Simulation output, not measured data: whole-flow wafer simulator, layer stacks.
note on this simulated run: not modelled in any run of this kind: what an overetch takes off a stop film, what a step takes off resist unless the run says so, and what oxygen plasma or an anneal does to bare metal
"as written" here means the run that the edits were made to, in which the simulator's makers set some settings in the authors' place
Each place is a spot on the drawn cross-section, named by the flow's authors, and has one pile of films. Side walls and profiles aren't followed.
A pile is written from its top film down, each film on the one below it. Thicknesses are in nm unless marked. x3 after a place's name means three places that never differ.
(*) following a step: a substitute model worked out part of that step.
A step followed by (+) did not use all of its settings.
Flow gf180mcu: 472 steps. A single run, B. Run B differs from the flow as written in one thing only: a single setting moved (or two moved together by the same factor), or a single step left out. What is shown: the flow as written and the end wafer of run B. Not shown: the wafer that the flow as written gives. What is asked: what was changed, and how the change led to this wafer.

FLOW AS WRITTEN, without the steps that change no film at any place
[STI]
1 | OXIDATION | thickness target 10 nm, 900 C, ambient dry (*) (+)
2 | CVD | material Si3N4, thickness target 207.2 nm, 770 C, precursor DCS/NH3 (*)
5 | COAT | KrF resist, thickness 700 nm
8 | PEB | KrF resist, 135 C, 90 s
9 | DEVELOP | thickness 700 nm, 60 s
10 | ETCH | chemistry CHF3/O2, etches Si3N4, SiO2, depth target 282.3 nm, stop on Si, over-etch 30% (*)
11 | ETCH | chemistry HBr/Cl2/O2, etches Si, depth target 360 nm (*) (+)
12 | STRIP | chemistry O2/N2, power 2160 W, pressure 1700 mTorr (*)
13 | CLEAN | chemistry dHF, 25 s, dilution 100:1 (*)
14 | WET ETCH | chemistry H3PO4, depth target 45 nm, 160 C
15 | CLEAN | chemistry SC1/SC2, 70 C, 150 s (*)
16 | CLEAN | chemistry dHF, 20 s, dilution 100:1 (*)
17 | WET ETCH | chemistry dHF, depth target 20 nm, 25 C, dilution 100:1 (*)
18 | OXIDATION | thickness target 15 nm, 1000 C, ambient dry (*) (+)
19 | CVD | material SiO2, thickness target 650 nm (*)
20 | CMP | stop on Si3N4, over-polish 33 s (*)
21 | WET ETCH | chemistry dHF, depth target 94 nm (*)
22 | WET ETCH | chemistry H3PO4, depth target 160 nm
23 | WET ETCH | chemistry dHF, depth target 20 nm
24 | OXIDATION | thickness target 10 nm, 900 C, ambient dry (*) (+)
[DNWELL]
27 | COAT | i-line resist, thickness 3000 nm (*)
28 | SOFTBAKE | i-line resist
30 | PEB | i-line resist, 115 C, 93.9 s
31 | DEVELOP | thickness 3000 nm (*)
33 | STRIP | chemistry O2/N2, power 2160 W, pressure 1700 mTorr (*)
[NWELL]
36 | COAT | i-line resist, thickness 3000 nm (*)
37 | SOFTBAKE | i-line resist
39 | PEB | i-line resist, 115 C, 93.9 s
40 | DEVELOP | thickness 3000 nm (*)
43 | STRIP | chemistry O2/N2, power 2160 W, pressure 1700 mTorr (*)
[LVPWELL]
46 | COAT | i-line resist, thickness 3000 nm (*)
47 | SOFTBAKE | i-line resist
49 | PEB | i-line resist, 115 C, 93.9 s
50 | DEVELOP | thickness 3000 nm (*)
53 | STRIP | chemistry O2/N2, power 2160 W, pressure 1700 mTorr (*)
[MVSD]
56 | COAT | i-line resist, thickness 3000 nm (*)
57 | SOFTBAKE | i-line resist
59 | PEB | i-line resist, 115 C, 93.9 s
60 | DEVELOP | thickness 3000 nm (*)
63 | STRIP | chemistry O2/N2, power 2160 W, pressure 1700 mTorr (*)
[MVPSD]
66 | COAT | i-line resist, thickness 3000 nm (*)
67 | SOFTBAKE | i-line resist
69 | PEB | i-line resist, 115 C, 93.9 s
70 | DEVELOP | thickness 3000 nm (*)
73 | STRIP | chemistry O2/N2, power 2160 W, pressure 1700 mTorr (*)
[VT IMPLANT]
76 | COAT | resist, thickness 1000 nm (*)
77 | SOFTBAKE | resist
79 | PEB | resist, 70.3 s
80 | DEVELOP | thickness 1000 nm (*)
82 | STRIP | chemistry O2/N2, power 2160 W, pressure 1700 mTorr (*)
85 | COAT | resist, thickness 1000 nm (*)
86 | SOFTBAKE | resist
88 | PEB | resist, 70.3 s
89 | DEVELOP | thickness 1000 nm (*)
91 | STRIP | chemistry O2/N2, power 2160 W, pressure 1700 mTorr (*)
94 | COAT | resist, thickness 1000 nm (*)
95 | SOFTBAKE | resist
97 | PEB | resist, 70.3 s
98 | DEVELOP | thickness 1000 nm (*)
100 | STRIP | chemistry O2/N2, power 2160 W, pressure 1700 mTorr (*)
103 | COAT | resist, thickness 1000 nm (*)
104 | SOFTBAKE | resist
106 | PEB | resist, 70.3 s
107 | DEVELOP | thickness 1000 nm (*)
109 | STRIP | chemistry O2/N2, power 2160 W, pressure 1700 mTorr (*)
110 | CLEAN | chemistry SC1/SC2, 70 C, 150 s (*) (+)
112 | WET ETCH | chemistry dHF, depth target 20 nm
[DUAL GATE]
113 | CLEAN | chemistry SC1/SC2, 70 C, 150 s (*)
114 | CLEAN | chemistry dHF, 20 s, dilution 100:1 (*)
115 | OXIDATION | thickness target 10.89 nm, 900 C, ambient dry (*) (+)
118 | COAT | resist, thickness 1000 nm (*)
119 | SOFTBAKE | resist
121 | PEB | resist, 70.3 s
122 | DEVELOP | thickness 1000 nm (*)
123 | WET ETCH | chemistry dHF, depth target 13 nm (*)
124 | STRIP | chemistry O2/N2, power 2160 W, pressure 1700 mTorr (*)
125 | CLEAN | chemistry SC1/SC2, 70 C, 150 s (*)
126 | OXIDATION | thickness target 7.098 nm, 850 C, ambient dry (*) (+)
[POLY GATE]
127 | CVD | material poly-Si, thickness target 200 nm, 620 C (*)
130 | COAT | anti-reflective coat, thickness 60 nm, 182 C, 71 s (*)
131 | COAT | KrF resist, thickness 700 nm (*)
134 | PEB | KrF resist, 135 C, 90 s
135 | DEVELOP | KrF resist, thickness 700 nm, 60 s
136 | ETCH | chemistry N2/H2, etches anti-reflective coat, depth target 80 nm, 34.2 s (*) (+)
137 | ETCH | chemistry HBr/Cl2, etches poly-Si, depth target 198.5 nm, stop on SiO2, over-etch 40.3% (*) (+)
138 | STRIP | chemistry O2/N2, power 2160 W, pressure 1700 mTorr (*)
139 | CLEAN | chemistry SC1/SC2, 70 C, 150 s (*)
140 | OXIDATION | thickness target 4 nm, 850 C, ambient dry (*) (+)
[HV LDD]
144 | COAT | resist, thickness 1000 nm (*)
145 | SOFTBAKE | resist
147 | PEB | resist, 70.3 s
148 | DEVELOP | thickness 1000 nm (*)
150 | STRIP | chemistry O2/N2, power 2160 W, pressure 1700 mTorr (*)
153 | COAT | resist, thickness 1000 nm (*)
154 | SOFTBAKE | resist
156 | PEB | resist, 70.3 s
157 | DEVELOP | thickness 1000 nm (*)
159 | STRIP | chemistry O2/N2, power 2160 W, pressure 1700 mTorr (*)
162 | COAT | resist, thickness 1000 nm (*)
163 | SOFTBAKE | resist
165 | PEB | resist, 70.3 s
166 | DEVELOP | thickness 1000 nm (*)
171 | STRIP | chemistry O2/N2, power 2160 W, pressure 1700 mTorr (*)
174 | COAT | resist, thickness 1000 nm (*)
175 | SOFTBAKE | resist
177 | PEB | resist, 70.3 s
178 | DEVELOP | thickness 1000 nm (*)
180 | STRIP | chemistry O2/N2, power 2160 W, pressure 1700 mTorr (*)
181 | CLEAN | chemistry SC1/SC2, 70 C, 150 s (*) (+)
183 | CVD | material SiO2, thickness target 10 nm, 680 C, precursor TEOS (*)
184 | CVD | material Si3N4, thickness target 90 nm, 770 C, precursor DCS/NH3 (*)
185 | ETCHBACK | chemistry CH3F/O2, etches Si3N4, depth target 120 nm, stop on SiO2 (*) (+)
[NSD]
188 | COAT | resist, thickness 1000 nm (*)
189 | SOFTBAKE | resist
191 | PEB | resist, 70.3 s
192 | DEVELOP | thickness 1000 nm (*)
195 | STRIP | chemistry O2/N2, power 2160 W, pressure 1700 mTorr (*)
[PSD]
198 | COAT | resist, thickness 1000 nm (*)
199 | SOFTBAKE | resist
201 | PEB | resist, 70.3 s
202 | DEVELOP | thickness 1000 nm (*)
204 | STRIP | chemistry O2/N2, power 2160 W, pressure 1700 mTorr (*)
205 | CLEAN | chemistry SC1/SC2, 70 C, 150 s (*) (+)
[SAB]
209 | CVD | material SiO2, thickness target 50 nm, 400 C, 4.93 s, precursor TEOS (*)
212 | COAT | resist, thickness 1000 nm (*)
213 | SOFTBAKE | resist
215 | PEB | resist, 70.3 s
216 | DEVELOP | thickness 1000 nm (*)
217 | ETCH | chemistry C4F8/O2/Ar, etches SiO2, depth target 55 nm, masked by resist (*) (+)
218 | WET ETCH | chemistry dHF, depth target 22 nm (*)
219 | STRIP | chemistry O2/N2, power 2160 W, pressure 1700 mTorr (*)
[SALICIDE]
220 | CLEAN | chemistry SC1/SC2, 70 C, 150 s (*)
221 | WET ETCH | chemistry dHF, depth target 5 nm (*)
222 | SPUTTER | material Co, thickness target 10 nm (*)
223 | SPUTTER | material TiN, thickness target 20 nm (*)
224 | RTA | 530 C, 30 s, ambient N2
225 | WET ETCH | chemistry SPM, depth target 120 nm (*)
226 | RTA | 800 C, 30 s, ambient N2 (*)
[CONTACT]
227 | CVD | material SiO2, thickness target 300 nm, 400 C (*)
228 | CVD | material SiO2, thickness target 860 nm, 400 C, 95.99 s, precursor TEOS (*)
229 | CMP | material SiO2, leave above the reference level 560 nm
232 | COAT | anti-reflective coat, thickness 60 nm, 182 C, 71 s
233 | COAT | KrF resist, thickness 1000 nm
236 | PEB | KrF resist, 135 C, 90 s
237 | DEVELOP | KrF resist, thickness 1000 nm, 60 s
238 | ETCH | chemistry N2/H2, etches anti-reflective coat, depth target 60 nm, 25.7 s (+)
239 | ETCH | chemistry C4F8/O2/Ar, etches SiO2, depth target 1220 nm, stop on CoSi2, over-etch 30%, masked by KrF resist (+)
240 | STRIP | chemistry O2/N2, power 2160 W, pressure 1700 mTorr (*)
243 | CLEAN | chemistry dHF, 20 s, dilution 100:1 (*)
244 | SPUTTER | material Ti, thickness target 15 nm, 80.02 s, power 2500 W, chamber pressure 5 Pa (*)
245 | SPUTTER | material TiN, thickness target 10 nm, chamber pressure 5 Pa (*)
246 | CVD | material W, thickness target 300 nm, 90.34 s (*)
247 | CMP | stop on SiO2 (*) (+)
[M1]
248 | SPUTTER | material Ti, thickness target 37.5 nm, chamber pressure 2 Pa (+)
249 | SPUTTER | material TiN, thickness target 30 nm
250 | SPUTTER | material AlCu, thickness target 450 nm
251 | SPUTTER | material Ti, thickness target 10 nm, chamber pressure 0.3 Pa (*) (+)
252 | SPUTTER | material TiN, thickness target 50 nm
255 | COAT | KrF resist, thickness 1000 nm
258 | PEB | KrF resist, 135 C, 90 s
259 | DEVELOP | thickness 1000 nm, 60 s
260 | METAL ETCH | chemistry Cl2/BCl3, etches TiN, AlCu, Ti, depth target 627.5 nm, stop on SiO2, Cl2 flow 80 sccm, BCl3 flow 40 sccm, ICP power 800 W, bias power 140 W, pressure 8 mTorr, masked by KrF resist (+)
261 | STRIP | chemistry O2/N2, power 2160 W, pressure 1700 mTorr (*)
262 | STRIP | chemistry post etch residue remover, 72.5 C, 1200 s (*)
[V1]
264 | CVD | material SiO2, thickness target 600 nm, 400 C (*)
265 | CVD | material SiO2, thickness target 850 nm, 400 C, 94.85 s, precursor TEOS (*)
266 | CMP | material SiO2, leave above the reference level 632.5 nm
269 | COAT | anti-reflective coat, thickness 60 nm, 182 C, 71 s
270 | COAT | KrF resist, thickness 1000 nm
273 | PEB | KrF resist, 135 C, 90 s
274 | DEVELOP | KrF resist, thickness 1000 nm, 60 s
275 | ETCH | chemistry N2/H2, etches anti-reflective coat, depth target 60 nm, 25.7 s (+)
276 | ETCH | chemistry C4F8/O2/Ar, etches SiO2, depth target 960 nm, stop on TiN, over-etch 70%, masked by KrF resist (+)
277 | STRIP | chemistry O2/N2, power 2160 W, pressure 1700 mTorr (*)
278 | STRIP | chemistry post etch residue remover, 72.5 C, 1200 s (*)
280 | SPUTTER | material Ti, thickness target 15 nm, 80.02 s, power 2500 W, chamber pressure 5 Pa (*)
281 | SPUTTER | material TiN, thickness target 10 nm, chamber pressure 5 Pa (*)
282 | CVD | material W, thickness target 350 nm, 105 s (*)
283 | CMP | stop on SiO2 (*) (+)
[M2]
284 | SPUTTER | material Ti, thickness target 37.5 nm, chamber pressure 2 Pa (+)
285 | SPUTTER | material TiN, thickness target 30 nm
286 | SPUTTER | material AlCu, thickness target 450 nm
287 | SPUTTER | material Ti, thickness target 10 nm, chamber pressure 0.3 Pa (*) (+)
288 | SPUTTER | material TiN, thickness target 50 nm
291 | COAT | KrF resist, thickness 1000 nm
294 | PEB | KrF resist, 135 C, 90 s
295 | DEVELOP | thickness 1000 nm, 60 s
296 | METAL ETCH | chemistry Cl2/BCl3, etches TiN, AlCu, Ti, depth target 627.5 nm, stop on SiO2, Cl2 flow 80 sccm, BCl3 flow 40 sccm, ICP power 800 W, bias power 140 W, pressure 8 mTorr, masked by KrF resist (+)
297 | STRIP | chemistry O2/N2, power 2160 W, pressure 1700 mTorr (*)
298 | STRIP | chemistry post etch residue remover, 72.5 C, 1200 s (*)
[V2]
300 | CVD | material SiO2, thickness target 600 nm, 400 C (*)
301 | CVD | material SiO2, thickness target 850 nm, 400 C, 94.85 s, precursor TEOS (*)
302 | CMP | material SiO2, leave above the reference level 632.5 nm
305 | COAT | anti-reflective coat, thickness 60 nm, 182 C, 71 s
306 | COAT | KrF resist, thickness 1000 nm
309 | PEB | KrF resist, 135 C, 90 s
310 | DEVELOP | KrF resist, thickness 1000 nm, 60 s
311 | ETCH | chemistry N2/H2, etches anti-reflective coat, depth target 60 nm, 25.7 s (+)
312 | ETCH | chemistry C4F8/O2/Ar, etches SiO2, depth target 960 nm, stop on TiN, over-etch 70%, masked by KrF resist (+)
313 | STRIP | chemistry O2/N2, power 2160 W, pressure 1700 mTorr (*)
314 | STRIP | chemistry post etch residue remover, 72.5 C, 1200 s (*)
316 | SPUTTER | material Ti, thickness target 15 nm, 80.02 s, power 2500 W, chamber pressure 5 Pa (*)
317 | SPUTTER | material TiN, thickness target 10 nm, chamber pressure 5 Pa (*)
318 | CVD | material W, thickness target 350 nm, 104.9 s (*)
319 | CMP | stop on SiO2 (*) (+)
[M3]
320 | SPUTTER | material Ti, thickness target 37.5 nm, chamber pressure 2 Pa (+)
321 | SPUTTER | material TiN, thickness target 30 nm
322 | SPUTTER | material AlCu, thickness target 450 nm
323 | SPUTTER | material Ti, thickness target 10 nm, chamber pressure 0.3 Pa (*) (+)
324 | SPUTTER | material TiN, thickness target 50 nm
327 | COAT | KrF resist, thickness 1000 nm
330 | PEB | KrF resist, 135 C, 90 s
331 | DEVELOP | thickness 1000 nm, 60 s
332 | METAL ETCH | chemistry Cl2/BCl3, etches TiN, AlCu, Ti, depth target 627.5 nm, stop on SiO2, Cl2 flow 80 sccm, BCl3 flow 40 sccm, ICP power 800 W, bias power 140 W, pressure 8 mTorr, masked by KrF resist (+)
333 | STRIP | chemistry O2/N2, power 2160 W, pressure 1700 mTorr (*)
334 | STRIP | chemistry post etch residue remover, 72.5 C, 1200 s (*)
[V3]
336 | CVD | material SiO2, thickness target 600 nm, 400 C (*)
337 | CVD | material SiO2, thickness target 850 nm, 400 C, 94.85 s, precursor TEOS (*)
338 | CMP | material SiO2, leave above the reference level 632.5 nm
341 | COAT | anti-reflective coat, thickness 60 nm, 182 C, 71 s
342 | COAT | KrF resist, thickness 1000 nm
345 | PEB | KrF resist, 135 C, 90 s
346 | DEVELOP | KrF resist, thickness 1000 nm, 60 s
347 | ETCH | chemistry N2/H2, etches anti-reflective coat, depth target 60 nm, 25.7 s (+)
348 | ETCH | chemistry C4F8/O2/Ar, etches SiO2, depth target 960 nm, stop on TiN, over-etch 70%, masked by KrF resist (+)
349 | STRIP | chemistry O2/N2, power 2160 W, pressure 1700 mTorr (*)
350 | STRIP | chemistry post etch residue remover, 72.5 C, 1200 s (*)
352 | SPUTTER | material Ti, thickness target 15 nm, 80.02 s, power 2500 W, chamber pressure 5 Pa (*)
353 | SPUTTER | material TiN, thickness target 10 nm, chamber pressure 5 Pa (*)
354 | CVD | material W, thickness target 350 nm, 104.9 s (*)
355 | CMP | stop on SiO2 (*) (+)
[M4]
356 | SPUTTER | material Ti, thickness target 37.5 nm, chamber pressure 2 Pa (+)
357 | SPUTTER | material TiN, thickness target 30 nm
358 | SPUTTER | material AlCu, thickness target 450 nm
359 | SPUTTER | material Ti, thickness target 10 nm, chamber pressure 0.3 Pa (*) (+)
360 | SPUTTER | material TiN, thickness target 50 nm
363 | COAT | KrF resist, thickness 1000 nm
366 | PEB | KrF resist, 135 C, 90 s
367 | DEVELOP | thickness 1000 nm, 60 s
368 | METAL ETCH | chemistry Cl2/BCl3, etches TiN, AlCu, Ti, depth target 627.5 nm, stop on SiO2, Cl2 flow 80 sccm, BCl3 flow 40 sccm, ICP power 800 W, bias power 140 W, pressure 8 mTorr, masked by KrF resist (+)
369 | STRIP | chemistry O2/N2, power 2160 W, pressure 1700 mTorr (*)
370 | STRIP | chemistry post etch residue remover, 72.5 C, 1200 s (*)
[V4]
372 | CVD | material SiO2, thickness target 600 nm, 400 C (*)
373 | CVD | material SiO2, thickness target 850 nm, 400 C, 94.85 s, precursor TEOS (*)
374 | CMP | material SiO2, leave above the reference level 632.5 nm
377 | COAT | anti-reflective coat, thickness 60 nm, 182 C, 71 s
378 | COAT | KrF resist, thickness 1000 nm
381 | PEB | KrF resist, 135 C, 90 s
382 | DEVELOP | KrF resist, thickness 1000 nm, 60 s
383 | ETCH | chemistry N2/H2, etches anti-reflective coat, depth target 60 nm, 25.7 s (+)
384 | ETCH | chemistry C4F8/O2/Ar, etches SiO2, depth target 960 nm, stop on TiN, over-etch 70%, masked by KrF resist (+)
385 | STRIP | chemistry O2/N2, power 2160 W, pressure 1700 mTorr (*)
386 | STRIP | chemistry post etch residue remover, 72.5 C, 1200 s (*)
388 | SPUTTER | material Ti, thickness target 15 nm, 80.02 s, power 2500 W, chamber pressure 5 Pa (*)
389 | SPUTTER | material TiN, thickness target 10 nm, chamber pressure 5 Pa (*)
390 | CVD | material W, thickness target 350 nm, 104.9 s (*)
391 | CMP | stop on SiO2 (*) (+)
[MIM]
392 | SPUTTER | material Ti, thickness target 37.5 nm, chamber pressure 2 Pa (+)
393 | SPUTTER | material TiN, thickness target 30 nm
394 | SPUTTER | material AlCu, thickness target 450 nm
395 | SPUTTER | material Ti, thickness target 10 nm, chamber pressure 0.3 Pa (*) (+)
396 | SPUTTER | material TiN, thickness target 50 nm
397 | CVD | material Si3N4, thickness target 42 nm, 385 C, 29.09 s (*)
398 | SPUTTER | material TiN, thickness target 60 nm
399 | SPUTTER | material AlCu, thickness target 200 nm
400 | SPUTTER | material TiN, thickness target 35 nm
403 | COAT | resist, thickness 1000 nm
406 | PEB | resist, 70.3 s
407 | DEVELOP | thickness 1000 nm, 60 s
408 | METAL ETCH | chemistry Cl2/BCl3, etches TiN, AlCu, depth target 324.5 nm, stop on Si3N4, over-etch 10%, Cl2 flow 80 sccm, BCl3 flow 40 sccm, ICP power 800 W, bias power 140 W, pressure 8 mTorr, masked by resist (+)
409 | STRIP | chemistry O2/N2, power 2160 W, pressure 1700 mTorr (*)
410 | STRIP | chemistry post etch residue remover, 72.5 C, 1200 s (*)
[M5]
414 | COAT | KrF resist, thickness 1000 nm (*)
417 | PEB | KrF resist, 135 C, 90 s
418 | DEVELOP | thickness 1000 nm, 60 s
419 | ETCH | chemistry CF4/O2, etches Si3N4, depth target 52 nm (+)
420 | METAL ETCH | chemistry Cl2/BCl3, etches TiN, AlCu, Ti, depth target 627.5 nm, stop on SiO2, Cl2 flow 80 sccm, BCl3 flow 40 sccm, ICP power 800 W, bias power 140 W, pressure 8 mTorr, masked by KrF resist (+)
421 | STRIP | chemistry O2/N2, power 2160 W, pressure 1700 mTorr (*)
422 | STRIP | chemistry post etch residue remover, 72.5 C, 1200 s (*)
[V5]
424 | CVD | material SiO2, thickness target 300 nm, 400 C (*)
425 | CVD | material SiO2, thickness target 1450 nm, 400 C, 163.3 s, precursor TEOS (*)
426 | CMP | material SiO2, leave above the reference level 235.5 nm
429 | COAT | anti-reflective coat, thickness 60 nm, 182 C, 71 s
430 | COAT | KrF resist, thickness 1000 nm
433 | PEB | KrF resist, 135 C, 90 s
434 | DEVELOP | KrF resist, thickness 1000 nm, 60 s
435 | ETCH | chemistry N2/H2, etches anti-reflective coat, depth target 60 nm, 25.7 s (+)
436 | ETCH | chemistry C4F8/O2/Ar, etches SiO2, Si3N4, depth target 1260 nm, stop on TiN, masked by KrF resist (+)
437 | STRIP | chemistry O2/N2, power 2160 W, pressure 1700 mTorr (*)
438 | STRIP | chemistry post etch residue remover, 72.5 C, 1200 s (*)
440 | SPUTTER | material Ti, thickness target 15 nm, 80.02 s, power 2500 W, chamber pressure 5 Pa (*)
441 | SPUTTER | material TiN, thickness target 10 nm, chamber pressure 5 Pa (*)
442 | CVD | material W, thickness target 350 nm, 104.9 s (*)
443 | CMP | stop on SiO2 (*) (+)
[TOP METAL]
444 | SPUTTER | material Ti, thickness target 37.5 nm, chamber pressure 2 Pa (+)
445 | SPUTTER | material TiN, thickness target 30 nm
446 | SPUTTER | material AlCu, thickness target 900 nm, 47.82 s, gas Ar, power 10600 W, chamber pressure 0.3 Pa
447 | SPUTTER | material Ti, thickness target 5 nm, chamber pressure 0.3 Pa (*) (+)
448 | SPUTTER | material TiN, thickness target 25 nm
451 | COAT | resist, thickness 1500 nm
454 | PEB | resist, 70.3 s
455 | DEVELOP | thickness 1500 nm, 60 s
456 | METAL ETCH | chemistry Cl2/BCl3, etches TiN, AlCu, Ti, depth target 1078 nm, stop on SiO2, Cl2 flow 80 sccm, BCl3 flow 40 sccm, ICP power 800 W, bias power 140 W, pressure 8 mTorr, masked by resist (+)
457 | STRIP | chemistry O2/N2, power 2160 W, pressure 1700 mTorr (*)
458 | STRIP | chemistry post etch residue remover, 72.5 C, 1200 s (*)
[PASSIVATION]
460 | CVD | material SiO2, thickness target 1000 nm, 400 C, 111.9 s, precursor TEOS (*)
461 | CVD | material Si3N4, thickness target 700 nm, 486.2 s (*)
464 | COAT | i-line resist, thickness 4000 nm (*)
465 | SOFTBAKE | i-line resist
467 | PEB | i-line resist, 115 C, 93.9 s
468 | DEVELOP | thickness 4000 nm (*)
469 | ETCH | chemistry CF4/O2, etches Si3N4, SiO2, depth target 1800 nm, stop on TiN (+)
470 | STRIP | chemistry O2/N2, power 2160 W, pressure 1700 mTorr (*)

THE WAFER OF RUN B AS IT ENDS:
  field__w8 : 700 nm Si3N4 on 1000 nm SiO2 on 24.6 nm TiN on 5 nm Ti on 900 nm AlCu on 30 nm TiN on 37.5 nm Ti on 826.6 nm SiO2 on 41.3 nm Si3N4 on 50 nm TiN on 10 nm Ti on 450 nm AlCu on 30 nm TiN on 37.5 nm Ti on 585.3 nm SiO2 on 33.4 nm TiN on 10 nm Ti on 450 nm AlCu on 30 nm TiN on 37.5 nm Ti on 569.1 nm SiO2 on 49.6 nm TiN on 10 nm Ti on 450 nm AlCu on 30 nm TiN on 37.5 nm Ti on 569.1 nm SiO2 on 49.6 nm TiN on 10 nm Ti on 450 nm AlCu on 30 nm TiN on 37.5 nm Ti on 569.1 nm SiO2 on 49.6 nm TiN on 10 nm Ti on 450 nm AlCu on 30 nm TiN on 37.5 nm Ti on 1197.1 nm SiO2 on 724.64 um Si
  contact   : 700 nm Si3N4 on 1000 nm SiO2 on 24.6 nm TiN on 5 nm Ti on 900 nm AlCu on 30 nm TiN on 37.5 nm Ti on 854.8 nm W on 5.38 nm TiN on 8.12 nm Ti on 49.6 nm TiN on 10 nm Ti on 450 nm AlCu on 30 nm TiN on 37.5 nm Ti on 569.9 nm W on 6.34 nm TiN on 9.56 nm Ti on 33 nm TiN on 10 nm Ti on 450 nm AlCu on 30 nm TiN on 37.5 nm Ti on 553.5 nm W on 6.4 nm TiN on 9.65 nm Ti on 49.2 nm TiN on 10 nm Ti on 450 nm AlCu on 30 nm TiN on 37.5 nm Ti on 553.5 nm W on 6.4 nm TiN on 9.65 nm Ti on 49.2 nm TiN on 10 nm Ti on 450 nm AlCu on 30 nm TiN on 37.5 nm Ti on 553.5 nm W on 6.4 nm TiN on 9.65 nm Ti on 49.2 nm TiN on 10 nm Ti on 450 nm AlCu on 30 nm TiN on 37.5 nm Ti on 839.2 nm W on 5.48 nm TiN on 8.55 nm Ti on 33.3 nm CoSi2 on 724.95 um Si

Cause: step 360, SPUTTER: thickness target 33.8 nm was run, though the flow has thickness target 50 nm.

How this came from the change, step by step:
  360 | SPUTTER | material TiN, thickness target 50 nm
      field, field__w1, field__w2 and 108 more: +33.8 TiN (new film) (it would be, as written: +50 TiN (new film))
  368 | METAL ETCH | chemistry Cl2/BCl3, etches TiN, AlCu, Ti, depth target 627.5 nm, stop on SiO2, Cl2 flow 80 sccm, BCl3 flow 40 sccm, ICP power 800 W, bias power 140 W, pressure 8 mTorr, masked by KrF resist (+)
      field, field__w1, field__w2 and 103 more: -33.8 TiN (all of it), -10 Ti (all of it), -450 AlCu (all of it), -30 TiN (all of it), -37.5 Ti (all of it) (it would be, as written: -50 TiN (all of it), -10 Ti (all of it), -450 AlCu (all of it), -30 TiN (all of it), -37.5 Ti (all of it))
  384 | ETCH | chemistry C4F8/O2/Ar, etches SiO2, depth target 960 nm, stop on TiN, over-etch 70%, masked by KrF resist (+)
      contact: -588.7 SiO2 (all of it) (it would be, as written: -572.5 SiO2 (all of it))
